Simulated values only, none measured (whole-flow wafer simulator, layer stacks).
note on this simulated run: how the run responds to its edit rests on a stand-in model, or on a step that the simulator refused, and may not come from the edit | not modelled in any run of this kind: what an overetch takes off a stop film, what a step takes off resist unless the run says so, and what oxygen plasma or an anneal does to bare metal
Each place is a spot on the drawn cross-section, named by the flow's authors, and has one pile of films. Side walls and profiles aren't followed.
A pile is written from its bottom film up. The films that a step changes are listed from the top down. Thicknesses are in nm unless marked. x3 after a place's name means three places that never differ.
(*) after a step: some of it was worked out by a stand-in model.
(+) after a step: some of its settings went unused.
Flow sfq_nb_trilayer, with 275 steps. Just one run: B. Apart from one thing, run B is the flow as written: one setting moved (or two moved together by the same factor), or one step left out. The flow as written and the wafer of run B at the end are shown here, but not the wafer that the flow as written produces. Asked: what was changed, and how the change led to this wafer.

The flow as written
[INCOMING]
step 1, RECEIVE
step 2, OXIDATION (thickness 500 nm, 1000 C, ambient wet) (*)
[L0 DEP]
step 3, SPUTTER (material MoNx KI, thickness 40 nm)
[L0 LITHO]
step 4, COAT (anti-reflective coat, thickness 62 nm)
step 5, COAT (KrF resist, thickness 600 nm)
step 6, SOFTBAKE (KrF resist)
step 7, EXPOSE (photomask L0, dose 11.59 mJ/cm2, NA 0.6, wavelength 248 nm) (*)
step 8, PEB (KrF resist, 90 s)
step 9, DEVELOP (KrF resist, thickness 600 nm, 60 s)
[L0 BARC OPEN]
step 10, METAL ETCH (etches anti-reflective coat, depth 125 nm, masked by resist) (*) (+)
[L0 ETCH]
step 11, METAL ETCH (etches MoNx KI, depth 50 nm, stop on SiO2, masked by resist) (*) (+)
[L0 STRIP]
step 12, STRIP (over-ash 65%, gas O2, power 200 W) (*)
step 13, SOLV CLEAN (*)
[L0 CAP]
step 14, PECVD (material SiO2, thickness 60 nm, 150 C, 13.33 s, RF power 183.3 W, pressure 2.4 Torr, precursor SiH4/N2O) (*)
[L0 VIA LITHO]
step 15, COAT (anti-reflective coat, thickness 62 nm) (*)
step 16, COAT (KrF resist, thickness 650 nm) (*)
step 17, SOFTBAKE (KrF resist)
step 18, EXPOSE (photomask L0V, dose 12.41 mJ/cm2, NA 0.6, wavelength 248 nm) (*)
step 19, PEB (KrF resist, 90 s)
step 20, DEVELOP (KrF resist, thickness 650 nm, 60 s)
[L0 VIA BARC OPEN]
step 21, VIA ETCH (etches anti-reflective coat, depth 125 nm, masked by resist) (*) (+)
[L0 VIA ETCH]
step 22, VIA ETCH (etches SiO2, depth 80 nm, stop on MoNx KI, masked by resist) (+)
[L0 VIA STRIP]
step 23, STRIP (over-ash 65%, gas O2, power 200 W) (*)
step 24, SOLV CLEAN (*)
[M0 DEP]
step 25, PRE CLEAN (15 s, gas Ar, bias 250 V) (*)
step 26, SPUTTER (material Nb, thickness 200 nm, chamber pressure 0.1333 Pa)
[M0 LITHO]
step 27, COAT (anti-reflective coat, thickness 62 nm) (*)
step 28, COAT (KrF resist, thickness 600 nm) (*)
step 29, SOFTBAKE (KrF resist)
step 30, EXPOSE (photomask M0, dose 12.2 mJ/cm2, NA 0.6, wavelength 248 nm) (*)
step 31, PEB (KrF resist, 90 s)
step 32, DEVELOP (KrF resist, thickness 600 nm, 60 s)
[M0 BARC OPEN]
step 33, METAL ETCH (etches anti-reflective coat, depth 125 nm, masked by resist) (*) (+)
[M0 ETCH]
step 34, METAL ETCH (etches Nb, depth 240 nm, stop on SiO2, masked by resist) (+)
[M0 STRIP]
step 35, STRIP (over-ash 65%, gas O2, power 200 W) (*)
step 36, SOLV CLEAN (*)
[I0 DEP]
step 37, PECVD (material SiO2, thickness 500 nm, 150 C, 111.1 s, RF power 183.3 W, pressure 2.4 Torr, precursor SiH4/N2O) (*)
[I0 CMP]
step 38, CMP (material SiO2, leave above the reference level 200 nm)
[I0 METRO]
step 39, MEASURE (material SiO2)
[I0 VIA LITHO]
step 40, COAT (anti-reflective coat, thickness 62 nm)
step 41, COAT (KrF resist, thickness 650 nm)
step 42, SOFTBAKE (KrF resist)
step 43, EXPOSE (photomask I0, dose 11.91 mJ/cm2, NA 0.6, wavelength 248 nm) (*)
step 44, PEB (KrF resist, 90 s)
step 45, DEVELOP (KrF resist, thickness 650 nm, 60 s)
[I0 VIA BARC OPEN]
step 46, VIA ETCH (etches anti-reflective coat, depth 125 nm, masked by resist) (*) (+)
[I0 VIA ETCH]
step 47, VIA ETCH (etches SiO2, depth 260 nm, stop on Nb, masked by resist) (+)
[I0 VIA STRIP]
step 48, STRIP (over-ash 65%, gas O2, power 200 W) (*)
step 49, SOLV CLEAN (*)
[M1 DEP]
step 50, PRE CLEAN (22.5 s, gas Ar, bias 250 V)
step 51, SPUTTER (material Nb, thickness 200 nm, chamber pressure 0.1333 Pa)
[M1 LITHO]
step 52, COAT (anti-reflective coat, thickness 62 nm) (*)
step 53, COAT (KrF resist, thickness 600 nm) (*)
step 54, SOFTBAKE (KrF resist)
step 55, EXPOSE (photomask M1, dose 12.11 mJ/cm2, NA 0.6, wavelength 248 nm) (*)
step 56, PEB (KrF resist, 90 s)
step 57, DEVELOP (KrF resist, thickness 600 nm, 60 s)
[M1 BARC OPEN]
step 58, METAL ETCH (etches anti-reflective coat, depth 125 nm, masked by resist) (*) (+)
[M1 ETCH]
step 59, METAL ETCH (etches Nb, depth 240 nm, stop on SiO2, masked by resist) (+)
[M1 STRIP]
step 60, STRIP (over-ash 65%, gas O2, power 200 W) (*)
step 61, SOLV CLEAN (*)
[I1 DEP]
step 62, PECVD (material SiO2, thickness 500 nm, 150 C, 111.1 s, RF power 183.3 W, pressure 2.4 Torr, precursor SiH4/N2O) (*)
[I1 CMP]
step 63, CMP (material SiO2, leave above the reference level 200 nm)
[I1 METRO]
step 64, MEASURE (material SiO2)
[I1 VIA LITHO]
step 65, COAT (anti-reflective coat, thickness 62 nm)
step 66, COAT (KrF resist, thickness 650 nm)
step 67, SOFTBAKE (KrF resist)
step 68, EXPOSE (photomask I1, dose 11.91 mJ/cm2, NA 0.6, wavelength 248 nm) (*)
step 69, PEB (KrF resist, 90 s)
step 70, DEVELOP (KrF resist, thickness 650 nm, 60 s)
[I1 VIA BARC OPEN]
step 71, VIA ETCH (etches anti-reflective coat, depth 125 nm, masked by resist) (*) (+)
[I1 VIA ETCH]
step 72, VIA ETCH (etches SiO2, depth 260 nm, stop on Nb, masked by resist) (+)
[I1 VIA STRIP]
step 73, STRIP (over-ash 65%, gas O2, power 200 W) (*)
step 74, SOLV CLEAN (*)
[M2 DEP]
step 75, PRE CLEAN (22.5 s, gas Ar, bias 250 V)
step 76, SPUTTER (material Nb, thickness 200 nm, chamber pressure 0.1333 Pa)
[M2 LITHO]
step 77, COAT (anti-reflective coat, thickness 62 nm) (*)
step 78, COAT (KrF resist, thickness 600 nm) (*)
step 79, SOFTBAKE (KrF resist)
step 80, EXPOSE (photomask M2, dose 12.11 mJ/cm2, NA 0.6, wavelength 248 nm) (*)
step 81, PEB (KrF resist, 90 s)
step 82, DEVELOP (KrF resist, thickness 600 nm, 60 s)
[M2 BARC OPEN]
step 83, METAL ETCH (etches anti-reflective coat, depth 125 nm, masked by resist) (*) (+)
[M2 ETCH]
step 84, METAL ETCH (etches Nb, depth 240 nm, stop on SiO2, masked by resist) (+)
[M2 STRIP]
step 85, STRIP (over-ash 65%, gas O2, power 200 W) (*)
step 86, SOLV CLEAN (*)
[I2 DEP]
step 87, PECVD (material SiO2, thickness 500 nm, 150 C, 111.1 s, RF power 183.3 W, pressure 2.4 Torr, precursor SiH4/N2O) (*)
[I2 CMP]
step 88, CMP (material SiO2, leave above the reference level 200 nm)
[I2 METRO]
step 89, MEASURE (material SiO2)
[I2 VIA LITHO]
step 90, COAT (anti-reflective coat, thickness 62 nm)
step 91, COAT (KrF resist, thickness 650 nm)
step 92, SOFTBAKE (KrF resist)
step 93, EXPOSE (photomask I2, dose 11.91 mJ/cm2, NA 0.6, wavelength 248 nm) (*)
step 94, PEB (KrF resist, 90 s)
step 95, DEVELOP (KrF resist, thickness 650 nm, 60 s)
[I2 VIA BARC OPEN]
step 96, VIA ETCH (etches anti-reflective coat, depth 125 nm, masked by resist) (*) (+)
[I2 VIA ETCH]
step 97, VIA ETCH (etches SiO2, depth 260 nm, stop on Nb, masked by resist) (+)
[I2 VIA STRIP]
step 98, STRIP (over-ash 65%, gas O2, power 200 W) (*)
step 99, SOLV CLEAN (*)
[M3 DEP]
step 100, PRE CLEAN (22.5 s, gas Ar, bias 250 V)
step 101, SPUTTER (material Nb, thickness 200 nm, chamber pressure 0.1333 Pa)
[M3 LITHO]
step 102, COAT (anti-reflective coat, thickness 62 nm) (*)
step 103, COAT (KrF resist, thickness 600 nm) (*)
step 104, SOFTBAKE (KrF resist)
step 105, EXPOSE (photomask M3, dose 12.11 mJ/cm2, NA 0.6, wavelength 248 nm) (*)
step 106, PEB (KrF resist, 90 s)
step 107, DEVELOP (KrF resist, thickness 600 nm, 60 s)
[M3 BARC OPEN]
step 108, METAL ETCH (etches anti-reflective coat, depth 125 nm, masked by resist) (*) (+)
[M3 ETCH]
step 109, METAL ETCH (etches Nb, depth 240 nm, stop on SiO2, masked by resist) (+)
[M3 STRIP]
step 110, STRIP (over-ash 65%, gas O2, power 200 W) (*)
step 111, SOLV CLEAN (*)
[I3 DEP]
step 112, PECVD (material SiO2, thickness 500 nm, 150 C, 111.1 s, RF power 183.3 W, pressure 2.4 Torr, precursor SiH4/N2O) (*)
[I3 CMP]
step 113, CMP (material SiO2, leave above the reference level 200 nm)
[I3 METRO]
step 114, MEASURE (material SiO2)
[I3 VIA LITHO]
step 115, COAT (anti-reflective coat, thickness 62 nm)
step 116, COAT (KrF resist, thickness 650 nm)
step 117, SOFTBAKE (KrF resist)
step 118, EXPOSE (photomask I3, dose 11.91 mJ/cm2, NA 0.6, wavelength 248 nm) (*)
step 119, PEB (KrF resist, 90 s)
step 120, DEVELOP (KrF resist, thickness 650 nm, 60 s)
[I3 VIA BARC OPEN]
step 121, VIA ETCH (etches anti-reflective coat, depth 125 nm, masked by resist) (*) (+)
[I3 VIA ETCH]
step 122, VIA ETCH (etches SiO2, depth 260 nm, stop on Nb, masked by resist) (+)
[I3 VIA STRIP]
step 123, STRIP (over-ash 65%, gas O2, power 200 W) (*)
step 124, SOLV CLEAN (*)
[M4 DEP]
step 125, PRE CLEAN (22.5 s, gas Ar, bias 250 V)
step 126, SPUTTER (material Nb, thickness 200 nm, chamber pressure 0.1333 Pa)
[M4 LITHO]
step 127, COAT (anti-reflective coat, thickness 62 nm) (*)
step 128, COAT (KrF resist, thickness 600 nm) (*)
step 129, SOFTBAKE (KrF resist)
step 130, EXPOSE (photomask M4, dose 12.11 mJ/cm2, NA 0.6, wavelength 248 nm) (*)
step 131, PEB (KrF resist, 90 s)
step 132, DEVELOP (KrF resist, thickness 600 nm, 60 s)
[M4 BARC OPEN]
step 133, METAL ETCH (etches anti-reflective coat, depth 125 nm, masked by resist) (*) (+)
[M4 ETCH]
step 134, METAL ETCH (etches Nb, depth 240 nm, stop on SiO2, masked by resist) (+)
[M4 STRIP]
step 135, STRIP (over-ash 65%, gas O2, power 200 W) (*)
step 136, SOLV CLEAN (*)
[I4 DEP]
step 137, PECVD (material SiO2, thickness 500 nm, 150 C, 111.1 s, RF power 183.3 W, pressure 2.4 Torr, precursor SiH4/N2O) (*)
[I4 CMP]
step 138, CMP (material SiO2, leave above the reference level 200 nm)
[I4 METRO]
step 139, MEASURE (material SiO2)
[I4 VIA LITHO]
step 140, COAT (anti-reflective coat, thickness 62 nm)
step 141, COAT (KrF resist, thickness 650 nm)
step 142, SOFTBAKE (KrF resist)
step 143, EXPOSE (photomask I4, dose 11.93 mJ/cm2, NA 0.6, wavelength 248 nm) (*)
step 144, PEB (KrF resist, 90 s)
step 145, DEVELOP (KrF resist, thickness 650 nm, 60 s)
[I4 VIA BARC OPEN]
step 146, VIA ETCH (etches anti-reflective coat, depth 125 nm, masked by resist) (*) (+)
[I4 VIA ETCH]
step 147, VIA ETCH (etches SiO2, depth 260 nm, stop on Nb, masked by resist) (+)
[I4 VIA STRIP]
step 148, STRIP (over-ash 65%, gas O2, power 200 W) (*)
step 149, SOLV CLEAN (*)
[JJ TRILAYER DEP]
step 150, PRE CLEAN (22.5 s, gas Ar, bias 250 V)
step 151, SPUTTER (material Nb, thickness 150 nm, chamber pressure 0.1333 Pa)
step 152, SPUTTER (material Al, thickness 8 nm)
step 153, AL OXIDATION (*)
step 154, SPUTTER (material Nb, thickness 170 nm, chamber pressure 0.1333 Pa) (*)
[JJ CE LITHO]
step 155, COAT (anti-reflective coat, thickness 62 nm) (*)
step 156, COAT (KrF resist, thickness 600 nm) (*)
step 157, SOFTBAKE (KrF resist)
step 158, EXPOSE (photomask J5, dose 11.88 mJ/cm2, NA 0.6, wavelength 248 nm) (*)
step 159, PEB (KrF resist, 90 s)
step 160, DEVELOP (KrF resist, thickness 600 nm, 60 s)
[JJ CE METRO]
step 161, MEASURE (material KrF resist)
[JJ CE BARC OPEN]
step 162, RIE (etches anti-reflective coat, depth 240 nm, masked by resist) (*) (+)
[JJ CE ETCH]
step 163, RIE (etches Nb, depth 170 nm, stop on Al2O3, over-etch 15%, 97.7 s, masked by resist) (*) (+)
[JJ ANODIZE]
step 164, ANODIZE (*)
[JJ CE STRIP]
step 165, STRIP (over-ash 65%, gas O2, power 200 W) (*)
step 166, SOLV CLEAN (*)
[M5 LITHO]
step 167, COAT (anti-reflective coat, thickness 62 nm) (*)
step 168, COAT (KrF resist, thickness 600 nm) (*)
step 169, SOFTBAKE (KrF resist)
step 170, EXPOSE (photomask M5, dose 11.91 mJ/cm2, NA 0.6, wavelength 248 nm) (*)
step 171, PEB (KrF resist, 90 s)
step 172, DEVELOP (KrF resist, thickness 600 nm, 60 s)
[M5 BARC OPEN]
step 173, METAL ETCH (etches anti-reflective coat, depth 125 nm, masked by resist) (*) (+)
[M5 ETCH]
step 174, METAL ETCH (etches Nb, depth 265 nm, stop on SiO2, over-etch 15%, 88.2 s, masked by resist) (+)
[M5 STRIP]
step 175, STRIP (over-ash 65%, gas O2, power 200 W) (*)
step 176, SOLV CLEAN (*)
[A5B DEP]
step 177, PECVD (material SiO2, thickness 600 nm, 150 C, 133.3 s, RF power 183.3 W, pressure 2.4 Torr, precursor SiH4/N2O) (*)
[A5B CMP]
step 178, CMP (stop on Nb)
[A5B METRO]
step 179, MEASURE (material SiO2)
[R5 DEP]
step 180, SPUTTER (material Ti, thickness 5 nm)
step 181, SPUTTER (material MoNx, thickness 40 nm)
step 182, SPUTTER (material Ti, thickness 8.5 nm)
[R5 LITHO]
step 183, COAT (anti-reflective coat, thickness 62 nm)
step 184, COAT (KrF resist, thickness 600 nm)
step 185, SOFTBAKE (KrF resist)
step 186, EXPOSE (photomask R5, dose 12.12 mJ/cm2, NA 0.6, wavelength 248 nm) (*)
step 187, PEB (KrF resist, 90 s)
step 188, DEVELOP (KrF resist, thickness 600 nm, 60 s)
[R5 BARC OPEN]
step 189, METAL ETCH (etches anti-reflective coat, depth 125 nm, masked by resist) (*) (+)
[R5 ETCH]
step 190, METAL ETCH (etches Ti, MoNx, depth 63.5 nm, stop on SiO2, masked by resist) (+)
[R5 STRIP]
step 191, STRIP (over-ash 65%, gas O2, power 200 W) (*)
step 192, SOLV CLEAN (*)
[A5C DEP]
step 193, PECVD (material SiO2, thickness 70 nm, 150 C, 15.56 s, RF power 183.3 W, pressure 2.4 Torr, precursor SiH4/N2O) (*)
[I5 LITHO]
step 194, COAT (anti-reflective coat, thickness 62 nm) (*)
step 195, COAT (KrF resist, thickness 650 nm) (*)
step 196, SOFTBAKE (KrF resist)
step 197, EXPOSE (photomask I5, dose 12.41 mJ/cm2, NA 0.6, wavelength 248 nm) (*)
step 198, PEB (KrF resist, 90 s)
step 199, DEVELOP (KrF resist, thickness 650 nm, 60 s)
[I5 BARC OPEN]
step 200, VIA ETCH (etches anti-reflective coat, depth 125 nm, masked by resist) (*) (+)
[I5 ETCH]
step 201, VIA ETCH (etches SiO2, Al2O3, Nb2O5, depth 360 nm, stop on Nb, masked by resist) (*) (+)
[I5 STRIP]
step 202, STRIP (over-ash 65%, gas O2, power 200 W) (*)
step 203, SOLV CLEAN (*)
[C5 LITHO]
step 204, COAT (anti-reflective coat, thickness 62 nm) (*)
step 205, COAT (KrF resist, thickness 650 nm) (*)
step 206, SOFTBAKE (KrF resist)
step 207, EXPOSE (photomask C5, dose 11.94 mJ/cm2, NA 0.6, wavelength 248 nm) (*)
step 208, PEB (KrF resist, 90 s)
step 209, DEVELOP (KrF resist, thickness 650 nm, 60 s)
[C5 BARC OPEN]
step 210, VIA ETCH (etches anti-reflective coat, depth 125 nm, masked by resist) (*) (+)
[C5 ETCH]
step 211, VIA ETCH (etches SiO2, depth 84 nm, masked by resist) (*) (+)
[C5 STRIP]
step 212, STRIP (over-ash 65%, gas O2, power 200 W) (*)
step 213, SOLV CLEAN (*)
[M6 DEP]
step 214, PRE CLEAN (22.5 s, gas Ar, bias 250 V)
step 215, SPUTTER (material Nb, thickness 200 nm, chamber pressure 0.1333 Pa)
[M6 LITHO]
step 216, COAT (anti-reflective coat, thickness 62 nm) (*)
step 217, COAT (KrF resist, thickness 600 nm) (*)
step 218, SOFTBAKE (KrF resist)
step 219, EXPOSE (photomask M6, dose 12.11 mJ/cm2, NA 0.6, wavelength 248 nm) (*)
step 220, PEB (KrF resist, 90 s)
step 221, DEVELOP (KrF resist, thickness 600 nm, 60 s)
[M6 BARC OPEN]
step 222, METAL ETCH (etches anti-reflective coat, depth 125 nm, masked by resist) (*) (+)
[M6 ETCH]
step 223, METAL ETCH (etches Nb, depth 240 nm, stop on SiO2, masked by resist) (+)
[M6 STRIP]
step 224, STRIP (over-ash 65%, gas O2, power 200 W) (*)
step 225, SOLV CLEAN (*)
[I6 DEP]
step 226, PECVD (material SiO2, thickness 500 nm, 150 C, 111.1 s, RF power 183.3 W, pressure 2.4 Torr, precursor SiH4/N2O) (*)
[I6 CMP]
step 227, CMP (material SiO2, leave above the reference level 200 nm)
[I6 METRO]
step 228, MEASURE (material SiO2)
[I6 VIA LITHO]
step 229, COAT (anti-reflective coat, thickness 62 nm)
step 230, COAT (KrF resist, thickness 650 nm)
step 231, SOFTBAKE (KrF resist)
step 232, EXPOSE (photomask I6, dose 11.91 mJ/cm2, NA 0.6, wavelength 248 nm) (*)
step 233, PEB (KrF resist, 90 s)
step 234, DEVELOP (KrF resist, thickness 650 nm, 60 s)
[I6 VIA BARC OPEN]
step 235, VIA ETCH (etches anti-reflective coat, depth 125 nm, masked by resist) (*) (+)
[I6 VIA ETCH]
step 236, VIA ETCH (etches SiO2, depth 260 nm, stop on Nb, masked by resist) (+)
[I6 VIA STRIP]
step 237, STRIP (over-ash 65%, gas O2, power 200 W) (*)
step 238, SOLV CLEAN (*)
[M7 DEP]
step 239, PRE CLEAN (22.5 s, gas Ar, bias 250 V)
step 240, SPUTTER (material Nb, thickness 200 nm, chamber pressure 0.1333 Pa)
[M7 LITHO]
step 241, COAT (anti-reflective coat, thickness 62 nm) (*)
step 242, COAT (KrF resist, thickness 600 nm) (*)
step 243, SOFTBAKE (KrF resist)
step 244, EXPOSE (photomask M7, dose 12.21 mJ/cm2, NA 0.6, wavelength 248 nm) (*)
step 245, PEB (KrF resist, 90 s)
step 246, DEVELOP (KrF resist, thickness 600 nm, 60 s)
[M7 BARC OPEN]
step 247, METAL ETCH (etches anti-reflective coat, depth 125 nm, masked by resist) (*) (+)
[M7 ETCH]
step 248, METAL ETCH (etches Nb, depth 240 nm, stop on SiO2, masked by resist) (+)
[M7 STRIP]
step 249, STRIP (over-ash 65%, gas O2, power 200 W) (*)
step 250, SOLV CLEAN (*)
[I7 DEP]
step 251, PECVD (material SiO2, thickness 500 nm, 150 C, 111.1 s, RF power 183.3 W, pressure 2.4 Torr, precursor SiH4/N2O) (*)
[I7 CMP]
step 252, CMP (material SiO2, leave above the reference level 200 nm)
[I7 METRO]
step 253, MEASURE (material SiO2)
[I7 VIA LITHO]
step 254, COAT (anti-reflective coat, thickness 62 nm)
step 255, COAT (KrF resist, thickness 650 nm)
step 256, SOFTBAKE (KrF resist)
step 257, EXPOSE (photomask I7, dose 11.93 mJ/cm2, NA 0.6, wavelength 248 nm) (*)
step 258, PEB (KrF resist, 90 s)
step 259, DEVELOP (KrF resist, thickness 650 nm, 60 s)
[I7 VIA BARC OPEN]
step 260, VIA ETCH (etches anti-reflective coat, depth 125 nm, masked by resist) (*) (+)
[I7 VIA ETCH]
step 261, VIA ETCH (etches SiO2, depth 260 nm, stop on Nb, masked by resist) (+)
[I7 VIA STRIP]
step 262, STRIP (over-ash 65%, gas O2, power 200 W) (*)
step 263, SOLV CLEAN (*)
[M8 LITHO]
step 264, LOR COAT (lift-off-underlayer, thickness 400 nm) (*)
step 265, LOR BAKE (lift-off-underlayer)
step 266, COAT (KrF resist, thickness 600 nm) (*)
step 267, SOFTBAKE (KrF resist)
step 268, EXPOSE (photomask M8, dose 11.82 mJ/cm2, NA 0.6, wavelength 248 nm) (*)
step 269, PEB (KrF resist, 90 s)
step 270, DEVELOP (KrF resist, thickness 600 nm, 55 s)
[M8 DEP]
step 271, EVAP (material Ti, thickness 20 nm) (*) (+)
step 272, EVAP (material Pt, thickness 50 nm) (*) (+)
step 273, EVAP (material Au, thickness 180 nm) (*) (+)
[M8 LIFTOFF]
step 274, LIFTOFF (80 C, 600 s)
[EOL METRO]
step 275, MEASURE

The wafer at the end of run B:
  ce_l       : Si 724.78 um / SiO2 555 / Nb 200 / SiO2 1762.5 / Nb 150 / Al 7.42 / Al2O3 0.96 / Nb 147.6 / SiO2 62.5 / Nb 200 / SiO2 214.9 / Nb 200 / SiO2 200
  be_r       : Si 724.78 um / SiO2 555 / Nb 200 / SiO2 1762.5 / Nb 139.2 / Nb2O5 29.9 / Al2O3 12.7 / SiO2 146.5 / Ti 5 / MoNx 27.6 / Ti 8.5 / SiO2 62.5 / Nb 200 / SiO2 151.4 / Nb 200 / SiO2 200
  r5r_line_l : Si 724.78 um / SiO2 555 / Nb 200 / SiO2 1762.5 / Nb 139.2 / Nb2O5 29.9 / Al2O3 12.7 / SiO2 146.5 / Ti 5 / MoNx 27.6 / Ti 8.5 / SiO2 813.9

Cause: step 181, SPUTTER: thickness 27.6 nm was run, though the flow has thickness 40 nm.
The wafer itself shows it: be_r has MoNx 27.6, and step 181 as written asks for 40 nm.

How this came from the change, step by step:
  step 181, SPUTTER (material MoNx, thickness 40 nm)
      field_l, v_sur, via_wl and 103 more: MoNx gains 27.6 (new film) (it would be, as written: MoNx gains 40 (new film))
  step 190, METAL ETCH (etches Ti, MoNx, depth 63.5 nm, stop on SiO2, masked by resist) (+)
      field_l, v_sur, via_wl and 92 more: Ti loses 8.5 (all of it), MoNx loses 27.6 (all of it), Ti loses 5 (all of it) (it would be, as written: Ti loses 8.5 (all of it), MoNx loses 40 (all of it), Ti loses 5 (all of it))
      ce_l, c5j, ce_r, wl_jj: Ti loses 8.5 (all of it), MoNx loses 27.6 (all of it), Ti loses 5 (all of it), Nb loses 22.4 (it would be, as written: Ti loses 8.5 (all of it), MoNx loses 40 (all of it), Ti loses 5 (all of it), Nb loses 10)
  step 194, COAT (anti-reflective coat, thickness 62 nm) (*)
      wl_j_sl, wl_j_sr: anti-reflective coat gains 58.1 (new film) (it would be, as written: anti-reflective coat gains 60.2 (new film))
      r5r_spacepad_l, r5r_spacepad_r: anti-reflective coat gains 79 (new film) (it would be, as written: anti-reflective coat gains 84.4 (new film))
      (also at 12 further places)
  step 202, STRIP (over-ash 65%, gas O2, power 200 W) (*)
      wl_j_sl, wl_j_sr: KrF resist loses 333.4 (all of it), anti-reflective coat loses 58.1 (all of it) (it would be, as written: KrF resist loses 333.3 (all of it), anti-reflective coat loses 60.2 (all of it))
      r5r_spacepad_l, r5r_spacepad_r: KrF resist loses 335.2 (all of it), anti-reflective coat loses 79 (all of it) (it would be, as written: KrF resist loses 335.6 (all of it), anti-reflective coat loses 84.4 (all of it))
      (also at 12 further places)
  step 204, COAT (anti-reflective coat, thickness 62 nm) (*)
      wl_j_sl, wl_j_sr: anti-reflective coat gains 58.1 (new film) (it would be, as written: anti-reflective coat gains 60.2 (new film))
      r5r_spacepad_l, r5r_spacepad_r: anti-reflective coat gains 79 (new film) (it would be, as written: anti-reflective coat gains 84.4 (new film))
      (also at 12 further places)
  step 210, VIA ETCH (etches anti-reflective coat, depth 125 nm, masked by resist) (*) (+)
      c5j: anti-reflective coat loses 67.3 (all of it), SiO2 loses 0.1 (it would be, as written: anti-reflective coat loses 63.9 (all of it), SiO2 loses 0.11)
  step 212, STRIP (over-ash 65%, gas O2, power 200 W) (*)
      wl_j_sl, wl_j_sr: KrF resist loses 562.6 (all of it), anti-reflective coat loses 58.1 (all of it) (it would be, as written: KrF resist loses 563.4 (all of it), anti-reflective coat loses 60.2 (all of it))
      r5r_spacepad_l, r5r_spacepad_r: KrF resist loses 564.3 (all of it), anti-reflective coat loses 79 (all of it) (it would be, as written: KrF resist loses 565.8 (all of it), anti-reflective coat loses 84.4 (all of it))
      (also at 11 further places)
  step 216, COAT (anti-reflective coat, thickness 62 nm) (*)
      r5r_line_l, r5r_line_c, r5r_line_r: anti-reflective coat gains 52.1 (new film) (it would be, as written: anti-reflective coat gains 50 (new film))
      wl_j_sl, wl_j_sr: anti-reflective coat gains 58.2 (new film) (it would be, as written: anti-reflective coat gains 60.2 (new film))
      (also at 11 further places)
  step 222, METAL ETCH (etches anti-reflective coat, depth 125 nm, masked by resist) (*) (+)
      r5r_line_l, r5r_line_c, r5r_line_r: anti-reflective coat loses 52.1 (all of it) (it would be, as written: anti-reflective coat loses 50 (all of it))
      r5r_spacepad_l, r5r_spacepad_r: anti-reflective coat loses 79.8 (all of it) (it would be, as written: anti-reflective coat loses 85.7 (all of it))
      (also at 1 further place)
  step 224, STRIP (over-ash 65%, gas O2, power 200 W) (*)
      wl_j_sl, wl_j_sr: KrF resist loses 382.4 (all of it), anti-reflective coat loses 58.2 (all of it) (it would be, as written: KrF resist loses 382.5 (all of it), anti-reflective coat loses 60.2 (all of it))
      jj_sur: KrF resist loses 377.9 (all of it), anti-reflective coat loses 53.7 (all of it) (it would be, as written: KrF resist loses 378.5 (all of it), anti-reflective coat loses 56.1 (all of it))
      (also at 7 further places)
  step 226, PECVD (material SiO2, thickness 500 nm, 150 C, 111.1 s, RF power 183.3 W, pressure 2.4 Torr, precursor SiH4/N2O) (*)
      r5r_spacepad_l, r5r_spacepad_r: SiO2 gains 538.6 (it would be, as written: SiO2 gains 553.5)
  step 227, CMP (material SiO2, leave above the reference level 200 nm)
      ce_l, ce_r, wl_jj: SiO2 loses 277.6 (it would be, as written: SiO2 loses 290)
      be_r, r_sur, r_end: SiO2 loses 341.1 (it would be, as written: SiO2 loses 353.5)
      (also at 7 further places)
